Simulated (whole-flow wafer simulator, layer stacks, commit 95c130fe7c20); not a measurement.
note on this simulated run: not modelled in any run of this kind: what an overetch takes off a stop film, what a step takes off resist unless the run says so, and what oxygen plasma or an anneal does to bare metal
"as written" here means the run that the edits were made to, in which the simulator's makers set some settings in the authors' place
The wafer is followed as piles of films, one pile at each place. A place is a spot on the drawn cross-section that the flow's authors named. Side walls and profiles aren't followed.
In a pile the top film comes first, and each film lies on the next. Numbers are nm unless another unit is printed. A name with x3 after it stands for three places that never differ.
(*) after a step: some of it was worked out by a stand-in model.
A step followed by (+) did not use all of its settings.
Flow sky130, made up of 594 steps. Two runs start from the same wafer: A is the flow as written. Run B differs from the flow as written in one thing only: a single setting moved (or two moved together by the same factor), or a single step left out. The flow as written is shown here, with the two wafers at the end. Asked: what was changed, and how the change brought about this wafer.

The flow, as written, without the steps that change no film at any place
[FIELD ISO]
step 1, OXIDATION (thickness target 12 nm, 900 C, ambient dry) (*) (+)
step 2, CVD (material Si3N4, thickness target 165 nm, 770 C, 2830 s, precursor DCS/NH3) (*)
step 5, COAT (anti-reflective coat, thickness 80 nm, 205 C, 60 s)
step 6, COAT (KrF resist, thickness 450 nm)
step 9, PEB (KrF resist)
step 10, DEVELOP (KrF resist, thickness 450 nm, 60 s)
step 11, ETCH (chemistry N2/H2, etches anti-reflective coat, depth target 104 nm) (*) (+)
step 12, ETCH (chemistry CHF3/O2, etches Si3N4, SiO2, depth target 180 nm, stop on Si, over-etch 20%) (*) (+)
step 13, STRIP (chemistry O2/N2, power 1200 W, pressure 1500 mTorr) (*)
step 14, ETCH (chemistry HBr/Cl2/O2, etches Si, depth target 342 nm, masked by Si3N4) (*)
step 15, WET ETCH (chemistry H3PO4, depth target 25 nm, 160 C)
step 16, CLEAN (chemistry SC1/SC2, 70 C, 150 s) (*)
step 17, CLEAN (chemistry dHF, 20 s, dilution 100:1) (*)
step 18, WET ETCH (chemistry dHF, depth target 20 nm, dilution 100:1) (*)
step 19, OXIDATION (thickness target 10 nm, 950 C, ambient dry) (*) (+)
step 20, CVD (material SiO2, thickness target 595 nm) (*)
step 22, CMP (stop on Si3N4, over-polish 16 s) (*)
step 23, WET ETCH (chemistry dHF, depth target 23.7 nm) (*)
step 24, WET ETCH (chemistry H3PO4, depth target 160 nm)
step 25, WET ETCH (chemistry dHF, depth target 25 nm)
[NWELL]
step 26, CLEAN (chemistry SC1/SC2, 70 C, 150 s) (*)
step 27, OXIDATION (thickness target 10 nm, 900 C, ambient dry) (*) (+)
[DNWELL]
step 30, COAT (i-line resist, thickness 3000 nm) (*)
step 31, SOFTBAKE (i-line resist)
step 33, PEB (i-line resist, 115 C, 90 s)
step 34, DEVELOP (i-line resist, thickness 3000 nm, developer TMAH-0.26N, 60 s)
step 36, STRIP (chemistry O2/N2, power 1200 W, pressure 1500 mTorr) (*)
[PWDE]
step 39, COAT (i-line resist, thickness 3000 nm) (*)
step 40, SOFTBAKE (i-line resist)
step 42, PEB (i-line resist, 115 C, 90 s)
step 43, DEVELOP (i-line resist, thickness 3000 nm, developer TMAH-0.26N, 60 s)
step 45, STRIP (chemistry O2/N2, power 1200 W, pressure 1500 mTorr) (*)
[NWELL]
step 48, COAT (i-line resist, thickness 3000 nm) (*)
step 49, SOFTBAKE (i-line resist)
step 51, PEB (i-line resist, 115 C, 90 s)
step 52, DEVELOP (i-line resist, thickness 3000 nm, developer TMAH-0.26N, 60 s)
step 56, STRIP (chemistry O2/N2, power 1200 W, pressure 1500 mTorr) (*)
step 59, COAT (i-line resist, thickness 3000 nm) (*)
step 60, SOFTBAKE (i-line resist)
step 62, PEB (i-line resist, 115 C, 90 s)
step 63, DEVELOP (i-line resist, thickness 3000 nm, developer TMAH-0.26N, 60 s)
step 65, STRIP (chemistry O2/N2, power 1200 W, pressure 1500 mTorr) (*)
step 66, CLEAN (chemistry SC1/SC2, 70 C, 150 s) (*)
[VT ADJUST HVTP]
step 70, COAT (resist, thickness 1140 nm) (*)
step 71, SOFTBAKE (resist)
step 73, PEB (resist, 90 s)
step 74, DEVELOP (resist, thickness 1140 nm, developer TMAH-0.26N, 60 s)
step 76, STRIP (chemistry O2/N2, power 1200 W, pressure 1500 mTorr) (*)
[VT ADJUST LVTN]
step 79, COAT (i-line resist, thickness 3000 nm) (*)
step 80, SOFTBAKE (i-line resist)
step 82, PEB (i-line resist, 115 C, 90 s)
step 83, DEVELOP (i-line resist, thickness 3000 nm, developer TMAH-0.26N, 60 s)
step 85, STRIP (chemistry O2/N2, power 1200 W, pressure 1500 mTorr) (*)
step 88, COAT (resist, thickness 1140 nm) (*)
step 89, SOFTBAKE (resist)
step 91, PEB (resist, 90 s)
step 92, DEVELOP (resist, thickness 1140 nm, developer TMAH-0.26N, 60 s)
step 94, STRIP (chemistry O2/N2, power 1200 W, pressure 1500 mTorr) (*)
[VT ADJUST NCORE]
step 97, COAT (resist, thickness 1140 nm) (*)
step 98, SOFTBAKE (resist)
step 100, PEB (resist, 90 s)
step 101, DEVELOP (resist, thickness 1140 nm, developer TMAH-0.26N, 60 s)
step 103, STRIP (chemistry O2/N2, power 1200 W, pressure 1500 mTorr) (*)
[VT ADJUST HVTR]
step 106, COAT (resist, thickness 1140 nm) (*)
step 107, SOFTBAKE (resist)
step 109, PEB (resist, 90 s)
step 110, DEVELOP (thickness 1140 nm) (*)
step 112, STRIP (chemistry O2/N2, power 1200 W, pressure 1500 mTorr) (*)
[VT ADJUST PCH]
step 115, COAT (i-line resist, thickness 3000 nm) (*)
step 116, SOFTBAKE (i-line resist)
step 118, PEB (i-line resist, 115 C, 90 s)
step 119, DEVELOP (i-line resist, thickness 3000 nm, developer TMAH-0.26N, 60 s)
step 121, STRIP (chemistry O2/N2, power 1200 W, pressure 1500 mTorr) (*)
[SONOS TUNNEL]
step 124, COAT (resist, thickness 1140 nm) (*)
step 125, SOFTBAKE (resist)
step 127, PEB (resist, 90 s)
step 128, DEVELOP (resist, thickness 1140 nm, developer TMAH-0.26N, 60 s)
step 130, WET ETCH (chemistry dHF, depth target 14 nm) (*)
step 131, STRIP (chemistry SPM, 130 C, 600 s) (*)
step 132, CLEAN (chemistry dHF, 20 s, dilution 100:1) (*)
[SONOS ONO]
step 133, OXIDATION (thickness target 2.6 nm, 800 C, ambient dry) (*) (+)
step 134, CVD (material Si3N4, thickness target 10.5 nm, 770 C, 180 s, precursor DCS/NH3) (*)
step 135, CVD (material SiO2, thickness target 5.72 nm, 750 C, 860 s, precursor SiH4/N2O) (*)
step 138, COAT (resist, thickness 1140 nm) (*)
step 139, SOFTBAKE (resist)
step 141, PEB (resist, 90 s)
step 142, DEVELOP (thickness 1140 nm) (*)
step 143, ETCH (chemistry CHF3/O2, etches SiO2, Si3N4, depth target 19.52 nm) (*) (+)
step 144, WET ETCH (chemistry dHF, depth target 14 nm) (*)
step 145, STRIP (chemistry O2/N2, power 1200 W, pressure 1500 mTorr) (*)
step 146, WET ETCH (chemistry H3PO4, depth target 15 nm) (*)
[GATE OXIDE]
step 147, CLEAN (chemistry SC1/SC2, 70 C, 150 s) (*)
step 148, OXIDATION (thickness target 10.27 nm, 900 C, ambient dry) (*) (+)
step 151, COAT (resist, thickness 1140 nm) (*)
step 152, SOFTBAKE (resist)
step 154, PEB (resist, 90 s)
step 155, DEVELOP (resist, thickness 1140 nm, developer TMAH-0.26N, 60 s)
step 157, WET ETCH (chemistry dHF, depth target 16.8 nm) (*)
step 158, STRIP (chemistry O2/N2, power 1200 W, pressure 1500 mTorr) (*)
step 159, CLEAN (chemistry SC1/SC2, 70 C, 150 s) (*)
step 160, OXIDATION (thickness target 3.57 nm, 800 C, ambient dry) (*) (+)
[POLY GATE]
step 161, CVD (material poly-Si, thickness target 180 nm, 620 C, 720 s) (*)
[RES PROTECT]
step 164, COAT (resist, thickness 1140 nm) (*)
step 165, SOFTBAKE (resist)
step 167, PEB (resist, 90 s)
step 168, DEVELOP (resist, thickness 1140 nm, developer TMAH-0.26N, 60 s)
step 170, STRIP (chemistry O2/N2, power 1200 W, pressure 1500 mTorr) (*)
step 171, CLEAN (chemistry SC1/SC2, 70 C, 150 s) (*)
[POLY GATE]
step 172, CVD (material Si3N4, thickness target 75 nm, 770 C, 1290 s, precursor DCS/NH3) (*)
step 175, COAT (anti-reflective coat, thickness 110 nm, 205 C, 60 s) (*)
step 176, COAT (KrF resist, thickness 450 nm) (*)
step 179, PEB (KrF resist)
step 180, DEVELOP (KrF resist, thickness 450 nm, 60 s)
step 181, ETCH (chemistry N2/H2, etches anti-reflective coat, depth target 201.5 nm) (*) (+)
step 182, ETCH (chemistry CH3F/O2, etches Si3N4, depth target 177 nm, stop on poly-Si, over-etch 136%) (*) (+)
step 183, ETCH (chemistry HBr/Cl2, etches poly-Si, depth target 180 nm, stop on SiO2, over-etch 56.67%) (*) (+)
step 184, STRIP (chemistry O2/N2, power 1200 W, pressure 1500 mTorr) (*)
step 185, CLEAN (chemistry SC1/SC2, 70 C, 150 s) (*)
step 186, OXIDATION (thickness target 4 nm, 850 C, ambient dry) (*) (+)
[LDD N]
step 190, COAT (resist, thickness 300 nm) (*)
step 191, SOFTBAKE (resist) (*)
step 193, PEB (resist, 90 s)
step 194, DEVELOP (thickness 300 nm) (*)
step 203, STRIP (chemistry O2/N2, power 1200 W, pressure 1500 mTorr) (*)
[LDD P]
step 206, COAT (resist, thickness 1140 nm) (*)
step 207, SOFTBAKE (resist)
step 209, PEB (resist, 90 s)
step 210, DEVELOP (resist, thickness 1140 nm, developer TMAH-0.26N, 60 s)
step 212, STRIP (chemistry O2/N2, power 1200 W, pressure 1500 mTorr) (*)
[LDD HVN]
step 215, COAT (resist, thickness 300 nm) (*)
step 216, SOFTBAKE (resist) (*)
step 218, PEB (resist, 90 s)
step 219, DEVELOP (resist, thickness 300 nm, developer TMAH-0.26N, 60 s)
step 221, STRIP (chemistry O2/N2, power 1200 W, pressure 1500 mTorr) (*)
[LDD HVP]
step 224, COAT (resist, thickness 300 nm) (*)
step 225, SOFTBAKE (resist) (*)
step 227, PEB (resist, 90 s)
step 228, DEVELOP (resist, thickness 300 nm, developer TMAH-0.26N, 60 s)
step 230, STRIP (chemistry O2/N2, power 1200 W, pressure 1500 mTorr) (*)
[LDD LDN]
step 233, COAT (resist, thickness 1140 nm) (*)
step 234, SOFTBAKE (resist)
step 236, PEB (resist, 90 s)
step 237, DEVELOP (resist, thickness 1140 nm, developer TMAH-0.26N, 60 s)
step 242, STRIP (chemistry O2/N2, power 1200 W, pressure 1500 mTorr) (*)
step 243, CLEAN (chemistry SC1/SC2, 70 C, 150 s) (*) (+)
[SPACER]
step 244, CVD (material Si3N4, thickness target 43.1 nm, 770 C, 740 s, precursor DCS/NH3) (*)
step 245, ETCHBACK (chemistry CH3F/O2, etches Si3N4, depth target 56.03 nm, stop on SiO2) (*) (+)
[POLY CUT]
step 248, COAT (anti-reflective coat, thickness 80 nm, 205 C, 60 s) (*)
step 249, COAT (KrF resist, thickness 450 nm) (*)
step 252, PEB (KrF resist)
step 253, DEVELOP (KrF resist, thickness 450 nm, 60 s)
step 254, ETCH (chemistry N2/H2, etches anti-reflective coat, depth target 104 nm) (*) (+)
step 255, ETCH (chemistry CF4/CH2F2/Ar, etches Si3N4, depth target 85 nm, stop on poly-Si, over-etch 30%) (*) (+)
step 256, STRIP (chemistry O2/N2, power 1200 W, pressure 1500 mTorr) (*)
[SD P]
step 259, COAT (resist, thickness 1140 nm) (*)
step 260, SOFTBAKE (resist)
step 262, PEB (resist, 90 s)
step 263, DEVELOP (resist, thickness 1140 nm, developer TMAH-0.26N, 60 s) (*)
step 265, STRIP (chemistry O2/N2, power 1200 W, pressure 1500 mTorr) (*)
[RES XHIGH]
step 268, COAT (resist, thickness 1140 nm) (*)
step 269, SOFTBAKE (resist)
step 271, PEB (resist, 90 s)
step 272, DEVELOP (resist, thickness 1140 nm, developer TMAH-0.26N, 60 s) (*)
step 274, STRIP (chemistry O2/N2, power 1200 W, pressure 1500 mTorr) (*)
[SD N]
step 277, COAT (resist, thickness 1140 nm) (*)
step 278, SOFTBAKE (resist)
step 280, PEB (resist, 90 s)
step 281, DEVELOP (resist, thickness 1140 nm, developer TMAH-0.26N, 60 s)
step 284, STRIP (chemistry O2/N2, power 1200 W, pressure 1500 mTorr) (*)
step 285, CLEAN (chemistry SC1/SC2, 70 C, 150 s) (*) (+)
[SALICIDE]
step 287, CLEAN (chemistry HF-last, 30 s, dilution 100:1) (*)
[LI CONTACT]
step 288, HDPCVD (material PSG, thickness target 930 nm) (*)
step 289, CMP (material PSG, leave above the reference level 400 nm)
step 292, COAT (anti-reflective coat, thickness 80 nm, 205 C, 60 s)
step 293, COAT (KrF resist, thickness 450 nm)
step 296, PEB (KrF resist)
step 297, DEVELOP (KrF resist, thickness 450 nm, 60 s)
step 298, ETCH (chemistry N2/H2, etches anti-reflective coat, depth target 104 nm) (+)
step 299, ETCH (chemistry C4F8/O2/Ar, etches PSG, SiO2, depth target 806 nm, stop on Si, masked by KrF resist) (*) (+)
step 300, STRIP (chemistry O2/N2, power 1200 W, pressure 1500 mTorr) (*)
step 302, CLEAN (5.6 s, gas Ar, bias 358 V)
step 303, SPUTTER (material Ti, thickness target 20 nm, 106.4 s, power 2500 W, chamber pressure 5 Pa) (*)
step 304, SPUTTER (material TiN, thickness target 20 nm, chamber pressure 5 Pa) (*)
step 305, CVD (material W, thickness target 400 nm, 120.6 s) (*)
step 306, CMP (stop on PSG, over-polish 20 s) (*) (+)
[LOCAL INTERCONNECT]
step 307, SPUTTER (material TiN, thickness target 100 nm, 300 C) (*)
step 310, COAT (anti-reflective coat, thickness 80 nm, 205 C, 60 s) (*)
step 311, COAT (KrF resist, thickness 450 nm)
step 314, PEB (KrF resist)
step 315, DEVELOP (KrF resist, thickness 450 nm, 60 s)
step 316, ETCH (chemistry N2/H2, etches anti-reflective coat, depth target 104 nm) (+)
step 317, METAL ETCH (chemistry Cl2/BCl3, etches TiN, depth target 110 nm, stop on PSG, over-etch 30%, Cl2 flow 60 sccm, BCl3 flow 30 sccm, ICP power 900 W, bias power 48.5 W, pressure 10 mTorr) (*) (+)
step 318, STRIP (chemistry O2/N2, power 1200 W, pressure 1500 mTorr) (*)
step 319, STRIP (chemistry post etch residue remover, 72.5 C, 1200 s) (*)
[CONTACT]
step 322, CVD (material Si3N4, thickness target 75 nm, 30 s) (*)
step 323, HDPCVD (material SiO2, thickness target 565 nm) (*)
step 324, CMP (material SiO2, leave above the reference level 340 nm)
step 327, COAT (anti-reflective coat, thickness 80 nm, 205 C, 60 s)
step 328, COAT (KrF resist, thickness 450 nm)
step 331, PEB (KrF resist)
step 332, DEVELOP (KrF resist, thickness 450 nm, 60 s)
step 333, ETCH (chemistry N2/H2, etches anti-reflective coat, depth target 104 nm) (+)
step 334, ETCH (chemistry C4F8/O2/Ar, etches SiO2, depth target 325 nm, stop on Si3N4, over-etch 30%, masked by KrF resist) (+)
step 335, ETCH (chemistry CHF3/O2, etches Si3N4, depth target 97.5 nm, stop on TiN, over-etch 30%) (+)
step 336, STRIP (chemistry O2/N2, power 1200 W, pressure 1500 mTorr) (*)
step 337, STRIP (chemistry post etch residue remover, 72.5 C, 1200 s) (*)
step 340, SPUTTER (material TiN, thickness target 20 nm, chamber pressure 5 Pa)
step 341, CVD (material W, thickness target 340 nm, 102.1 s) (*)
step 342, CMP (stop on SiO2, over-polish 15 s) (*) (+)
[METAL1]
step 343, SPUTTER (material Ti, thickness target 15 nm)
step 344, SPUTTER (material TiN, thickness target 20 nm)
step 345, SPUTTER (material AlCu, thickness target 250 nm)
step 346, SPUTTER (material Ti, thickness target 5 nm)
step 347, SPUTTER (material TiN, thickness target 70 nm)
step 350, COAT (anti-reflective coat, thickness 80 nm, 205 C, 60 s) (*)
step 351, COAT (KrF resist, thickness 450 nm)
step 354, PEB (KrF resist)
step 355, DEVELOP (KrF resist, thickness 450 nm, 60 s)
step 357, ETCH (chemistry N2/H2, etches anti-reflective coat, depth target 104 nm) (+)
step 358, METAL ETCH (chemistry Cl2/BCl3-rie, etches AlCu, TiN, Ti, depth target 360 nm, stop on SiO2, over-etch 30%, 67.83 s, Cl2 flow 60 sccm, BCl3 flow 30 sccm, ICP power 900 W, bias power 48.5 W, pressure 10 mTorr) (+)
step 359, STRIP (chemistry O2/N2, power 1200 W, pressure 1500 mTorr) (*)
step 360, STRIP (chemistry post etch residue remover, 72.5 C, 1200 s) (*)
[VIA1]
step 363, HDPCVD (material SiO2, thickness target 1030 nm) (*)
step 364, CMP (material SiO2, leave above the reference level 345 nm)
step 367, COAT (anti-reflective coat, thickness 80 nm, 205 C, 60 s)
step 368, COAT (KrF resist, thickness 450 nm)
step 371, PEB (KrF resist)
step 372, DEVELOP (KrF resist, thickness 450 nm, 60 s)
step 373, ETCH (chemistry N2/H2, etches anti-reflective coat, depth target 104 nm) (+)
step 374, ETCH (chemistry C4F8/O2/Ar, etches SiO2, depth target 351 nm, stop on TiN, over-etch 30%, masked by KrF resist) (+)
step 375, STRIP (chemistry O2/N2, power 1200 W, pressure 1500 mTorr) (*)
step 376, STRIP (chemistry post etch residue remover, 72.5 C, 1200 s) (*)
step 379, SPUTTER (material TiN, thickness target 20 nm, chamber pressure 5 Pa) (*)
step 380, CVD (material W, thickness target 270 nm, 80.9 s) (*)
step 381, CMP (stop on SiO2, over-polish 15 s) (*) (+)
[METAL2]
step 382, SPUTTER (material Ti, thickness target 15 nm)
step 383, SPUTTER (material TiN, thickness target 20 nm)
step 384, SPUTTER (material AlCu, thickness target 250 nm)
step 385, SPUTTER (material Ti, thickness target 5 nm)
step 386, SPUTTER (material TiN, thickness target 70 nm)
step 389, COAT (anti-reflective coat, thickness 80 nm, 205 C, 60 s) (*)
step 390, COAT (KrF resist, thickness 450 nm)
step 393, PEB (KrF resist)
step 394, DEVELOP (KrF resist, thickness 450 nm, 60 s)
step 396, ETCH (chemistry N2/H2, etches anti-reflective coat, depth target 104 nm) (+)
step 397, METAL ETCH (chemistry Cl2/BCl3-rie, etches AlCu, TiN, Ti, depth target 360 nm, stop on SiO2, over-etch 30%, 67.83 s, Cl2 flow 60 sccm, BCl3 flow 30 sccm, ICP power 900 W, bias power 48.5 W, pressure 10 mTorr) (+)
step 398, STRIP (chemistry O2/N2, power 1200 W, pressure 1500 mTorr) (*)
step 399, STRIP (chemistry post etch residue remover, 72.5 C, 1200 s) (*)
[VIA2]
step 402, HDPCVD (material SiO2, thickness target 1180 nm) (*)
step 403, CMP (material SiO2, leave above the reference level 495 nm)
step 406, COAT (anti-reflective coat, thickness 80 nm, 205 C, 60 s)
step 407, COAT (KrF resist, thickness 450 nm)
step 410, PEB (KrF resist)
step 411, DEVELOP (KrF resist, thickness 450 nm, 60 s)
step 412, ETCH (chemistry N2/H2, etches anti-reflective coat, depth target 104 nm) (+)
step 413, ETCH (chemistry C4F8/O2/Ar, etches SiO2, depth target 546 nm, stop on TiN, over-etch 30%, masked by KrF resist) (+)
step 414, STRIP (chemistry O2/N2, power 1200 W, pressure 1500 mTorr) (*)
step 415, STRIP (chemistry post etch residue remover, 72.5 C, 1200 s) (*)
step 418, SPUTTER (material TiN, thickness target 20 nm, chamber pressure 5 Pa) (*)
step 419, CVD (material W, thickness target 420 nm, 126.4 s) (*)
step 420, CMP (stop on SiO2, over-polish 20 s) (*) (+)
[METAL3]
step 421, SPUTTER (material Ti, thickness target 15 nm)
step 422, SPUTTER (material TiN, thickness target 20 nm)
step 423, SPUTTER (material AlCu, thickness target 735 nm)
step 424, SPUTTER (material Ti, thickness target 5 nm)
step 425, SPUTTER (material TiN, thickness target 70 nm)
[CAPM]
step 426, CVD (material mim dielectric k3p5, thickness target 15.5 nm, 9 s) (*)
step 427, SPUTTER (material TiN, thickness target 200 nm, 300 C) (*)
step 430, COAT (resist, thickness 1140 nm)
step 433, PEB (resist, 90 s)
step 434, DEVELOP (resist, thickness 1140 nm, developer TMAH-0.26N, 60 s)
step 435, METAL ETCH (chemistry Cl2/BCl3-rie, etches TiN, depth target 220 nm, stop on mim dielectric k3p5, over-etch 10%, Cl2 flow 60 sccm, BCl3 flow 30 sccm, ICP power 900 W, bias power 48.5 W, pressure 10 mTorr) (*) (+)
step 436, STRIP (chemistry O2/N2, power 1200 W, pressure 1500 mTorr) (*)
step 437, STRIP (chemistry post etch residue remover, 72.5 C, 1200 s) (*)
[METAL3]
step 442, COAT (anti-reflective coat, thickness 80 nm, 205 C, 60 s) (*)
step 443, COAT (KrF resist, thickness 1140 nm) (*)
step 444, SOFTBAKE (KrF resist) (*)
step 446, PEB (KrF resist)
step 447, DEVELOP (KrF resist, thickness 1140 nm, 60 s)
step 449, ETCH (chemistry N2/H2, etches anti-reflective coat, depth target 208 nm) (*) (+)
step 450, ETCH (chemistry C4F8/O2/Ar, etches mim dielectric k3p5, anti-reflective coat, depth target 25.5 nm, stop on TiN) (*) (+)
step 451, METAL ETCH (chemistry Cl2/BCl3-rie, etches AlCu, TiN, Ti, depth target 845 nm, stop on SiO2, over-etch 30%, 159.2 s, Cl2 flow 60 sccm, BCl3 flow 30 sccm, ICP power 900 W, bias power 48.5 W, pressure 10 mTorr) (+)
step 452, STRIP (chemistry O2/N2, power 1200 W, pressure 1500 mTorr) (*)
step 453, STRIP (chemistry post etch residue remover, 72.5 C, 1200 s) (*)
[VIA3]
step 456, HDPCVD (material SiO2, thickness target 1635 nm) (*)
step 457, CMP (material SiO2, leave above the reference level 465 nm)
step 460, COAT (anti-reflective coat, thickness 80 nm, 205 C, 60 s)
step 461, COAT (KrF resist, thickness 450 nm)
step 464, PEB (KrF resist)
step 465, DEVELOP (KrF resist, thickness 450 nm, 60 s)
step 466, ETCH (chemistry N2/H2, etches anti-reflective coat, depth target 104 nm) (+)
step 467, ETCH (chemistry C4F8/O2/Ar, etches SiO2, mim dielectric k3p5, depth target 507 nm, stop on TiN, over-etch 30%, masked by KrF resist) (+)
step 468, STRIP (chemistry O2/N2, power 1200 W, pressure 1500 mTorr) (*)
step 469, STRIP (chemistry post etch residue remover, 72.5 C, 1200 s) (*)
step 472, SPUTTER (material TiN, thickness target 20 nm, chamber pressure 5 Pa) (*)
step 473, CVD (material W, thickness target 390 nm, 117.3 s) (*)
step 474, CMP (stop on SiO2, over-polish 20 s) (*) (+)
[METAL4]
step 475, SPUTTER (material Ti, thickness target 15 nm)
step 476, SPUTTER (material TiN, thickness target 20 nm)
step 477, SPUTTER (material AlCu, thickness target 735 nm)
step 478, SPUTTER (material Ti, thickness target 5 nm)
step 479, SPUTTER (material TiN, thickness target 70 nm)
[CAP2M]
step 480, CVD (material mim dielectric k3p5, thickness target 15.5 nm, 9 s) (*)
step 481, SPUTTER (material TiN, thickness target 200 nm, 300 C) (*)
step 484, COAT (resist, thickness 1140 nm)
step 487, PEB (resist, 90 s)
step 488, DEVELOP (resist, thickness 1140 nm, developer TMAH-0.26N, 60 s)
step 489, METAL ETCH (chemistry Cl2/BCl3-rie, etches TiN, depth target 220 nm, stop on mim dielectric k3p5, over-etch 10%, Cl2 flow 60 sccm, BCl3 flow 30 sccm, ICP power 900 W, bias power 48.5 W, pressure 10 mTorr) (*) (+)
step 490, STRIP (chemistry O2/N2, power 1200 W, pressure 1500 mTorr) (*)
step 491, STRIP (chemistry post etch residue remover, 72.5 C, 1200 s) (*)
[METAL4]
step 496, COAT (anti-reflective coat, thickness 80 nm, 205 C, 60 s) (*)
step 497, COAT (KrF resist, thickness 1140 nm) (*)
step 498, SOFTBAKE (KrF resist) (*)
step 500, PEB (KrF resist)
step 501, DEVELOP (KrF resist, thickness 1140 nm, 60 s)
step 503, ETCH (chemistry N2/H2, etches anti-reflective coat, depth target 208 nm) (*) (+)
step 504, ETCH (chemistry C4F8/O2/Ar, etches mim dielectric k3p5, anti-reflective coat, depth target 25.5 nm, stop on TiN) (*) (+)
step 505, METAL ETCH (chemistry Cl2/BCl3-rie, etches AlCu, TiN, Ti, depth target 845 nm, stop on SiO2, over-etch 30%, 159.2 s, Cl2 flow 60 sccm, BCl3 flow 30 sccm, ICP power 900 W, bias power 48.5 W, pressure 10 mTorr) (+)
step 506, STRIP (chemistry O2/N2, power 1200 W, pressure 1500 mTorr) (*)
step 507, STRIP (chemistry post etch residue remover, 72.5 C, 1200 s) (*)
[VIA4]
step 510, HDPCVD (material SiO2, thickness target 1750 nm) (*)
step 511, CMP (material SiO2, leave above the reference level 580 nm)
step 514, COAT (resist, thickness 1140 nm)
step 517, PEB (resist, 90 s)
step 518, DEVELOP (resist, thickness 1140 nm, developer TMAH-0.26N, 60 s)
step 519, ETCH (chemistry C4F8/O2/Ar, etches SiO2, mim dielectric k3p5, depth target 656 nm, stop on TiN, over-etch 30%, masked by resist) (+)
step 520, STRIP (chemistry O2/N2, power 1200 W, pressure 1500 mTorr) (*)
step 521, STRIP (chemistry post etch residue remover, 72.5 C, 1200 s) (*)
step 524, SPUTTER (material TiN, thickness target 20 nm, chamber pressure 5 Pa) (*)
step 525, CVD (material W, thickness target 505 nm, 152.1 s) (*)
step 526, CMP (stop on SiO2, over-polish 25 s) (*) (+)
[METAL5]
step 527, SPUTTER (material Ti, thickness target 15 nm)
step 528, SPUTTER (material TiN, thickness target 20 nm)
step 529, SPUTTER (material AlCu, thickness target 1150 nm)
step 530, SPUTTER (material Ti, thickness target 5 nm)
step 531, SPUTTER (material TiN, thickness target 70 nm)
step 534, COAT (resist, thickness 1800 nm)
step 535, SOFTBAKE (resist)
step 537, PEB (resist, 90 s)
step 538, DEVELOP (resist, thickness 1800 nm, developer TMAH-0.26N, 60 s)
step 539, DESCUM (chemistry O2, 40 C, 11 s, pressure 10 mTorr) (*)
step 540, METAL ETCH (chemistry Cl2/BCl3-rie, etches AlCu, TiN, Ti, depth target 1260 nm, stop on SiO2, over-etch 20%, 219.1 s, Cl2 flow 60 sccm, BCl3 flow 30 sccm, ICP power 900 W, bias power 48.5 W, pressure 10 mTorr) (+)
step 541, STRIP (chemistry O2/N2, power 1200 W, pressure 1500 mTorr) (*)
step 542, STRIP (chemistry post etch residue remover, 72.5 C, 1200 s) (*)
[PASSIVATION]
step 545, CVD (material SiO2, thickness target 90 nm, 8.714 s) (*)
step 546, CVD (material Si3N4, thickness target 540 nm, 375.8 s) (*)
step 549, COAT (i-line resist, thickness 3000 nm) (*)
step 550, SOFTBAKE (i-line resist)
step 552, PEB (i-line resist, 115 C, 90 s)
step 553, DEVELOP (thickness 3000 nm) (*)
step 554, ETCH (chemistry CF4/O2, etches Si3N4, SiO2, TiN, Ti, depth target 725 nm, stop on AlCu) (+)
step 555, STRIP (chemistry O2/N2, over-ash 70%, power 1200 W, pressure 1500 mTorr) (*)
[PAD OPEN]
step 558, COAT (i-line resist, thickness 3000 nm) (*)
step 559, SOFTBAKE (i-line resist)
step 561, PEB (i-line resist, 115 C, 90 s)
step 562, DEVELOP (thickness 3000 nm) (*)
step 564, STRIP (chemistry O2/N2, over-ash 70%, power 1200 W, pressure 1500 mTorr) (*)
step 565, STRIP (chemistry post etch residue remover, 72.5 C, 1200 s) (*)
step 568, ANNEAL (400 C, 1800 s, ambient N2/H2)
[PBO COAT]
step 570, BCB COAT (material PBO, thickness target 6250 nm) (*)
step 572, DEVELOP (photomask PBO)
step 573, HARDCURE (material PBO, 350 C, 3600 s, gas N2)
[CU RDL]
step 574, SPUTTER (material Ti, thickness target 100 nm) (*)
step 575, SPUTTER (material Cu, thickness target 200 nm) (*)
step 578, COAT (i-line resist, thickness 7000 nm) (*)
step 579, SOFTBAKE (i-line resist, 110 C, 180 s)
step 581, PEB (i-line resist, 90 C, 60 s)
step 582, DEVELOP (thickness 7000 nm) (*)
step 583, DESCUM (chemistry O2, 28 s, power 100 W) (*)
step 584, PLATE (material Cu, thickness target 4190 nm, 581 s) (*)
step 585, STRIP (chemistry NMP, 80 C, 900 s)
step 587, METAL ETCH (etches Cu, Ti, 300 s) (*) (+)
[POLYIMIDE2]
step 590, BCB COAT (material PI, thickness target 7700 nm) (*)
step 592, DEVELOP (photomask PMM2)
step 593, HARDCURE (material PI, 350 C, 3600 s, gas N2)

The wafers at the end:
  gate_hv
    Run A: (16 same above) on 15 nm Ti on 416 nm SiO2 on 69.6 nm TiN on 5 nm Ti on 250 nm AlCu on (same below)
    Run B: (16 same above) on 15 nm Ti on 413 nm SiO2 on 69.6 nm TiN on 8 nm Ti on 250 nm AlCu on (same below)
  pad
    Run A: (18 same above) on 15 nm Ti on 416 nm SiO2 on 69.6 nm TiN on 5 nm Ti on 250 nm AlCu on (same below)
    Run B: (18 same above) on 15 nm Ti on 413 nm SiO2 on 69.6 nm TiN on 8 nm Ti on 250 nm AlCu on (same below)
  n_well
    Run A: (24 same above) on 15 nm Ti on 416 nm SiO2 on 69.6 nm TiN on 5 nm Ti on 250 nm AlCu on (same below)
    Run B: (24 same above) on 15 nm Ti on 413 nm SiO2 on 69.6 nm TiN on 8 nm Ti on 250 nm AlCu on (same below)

Cause: step 385, SPUTTER: thickness target 8 nm was run, though the flow has thickness target 5 nm.
One can read it off the wafer: gate_hv has Ti 8, and step 385 as written asks for 5 nm.

The path from the change to this, step by step:
  step 385, SPUTTER (material Ti, thickness target 5 nm)
      field, active, n_well and 188 more: A +5 Ti (new film) | B +8 Ti (new film)
  step 397, METAL ETCH (chemistry Cl2/BCl3-rie, etches AlCu, TiN, Ti, depth target 360 nm, stop on SiO2, over-etch 30%, 67.83 s, Cl2 flow 60 sccm, BCl3 flow 30 sccm, ICP power 900 W, bias power 48.5 W, pressure 10 mTorr) (+)
      field, active, gate and 82 more: A -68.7 TiN (all of it), -5 Ti (all of it), -250 AlCu (all of it), -20 TiN (all of it), -15 Ti (all of it), -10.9 SiO2 | B -68.7 TiN (all of it), -8 Ti (all of it), -250 AlCu (all of it), -20 TiN (all of it), -15 Ti (all of it), -10.6 SiO2
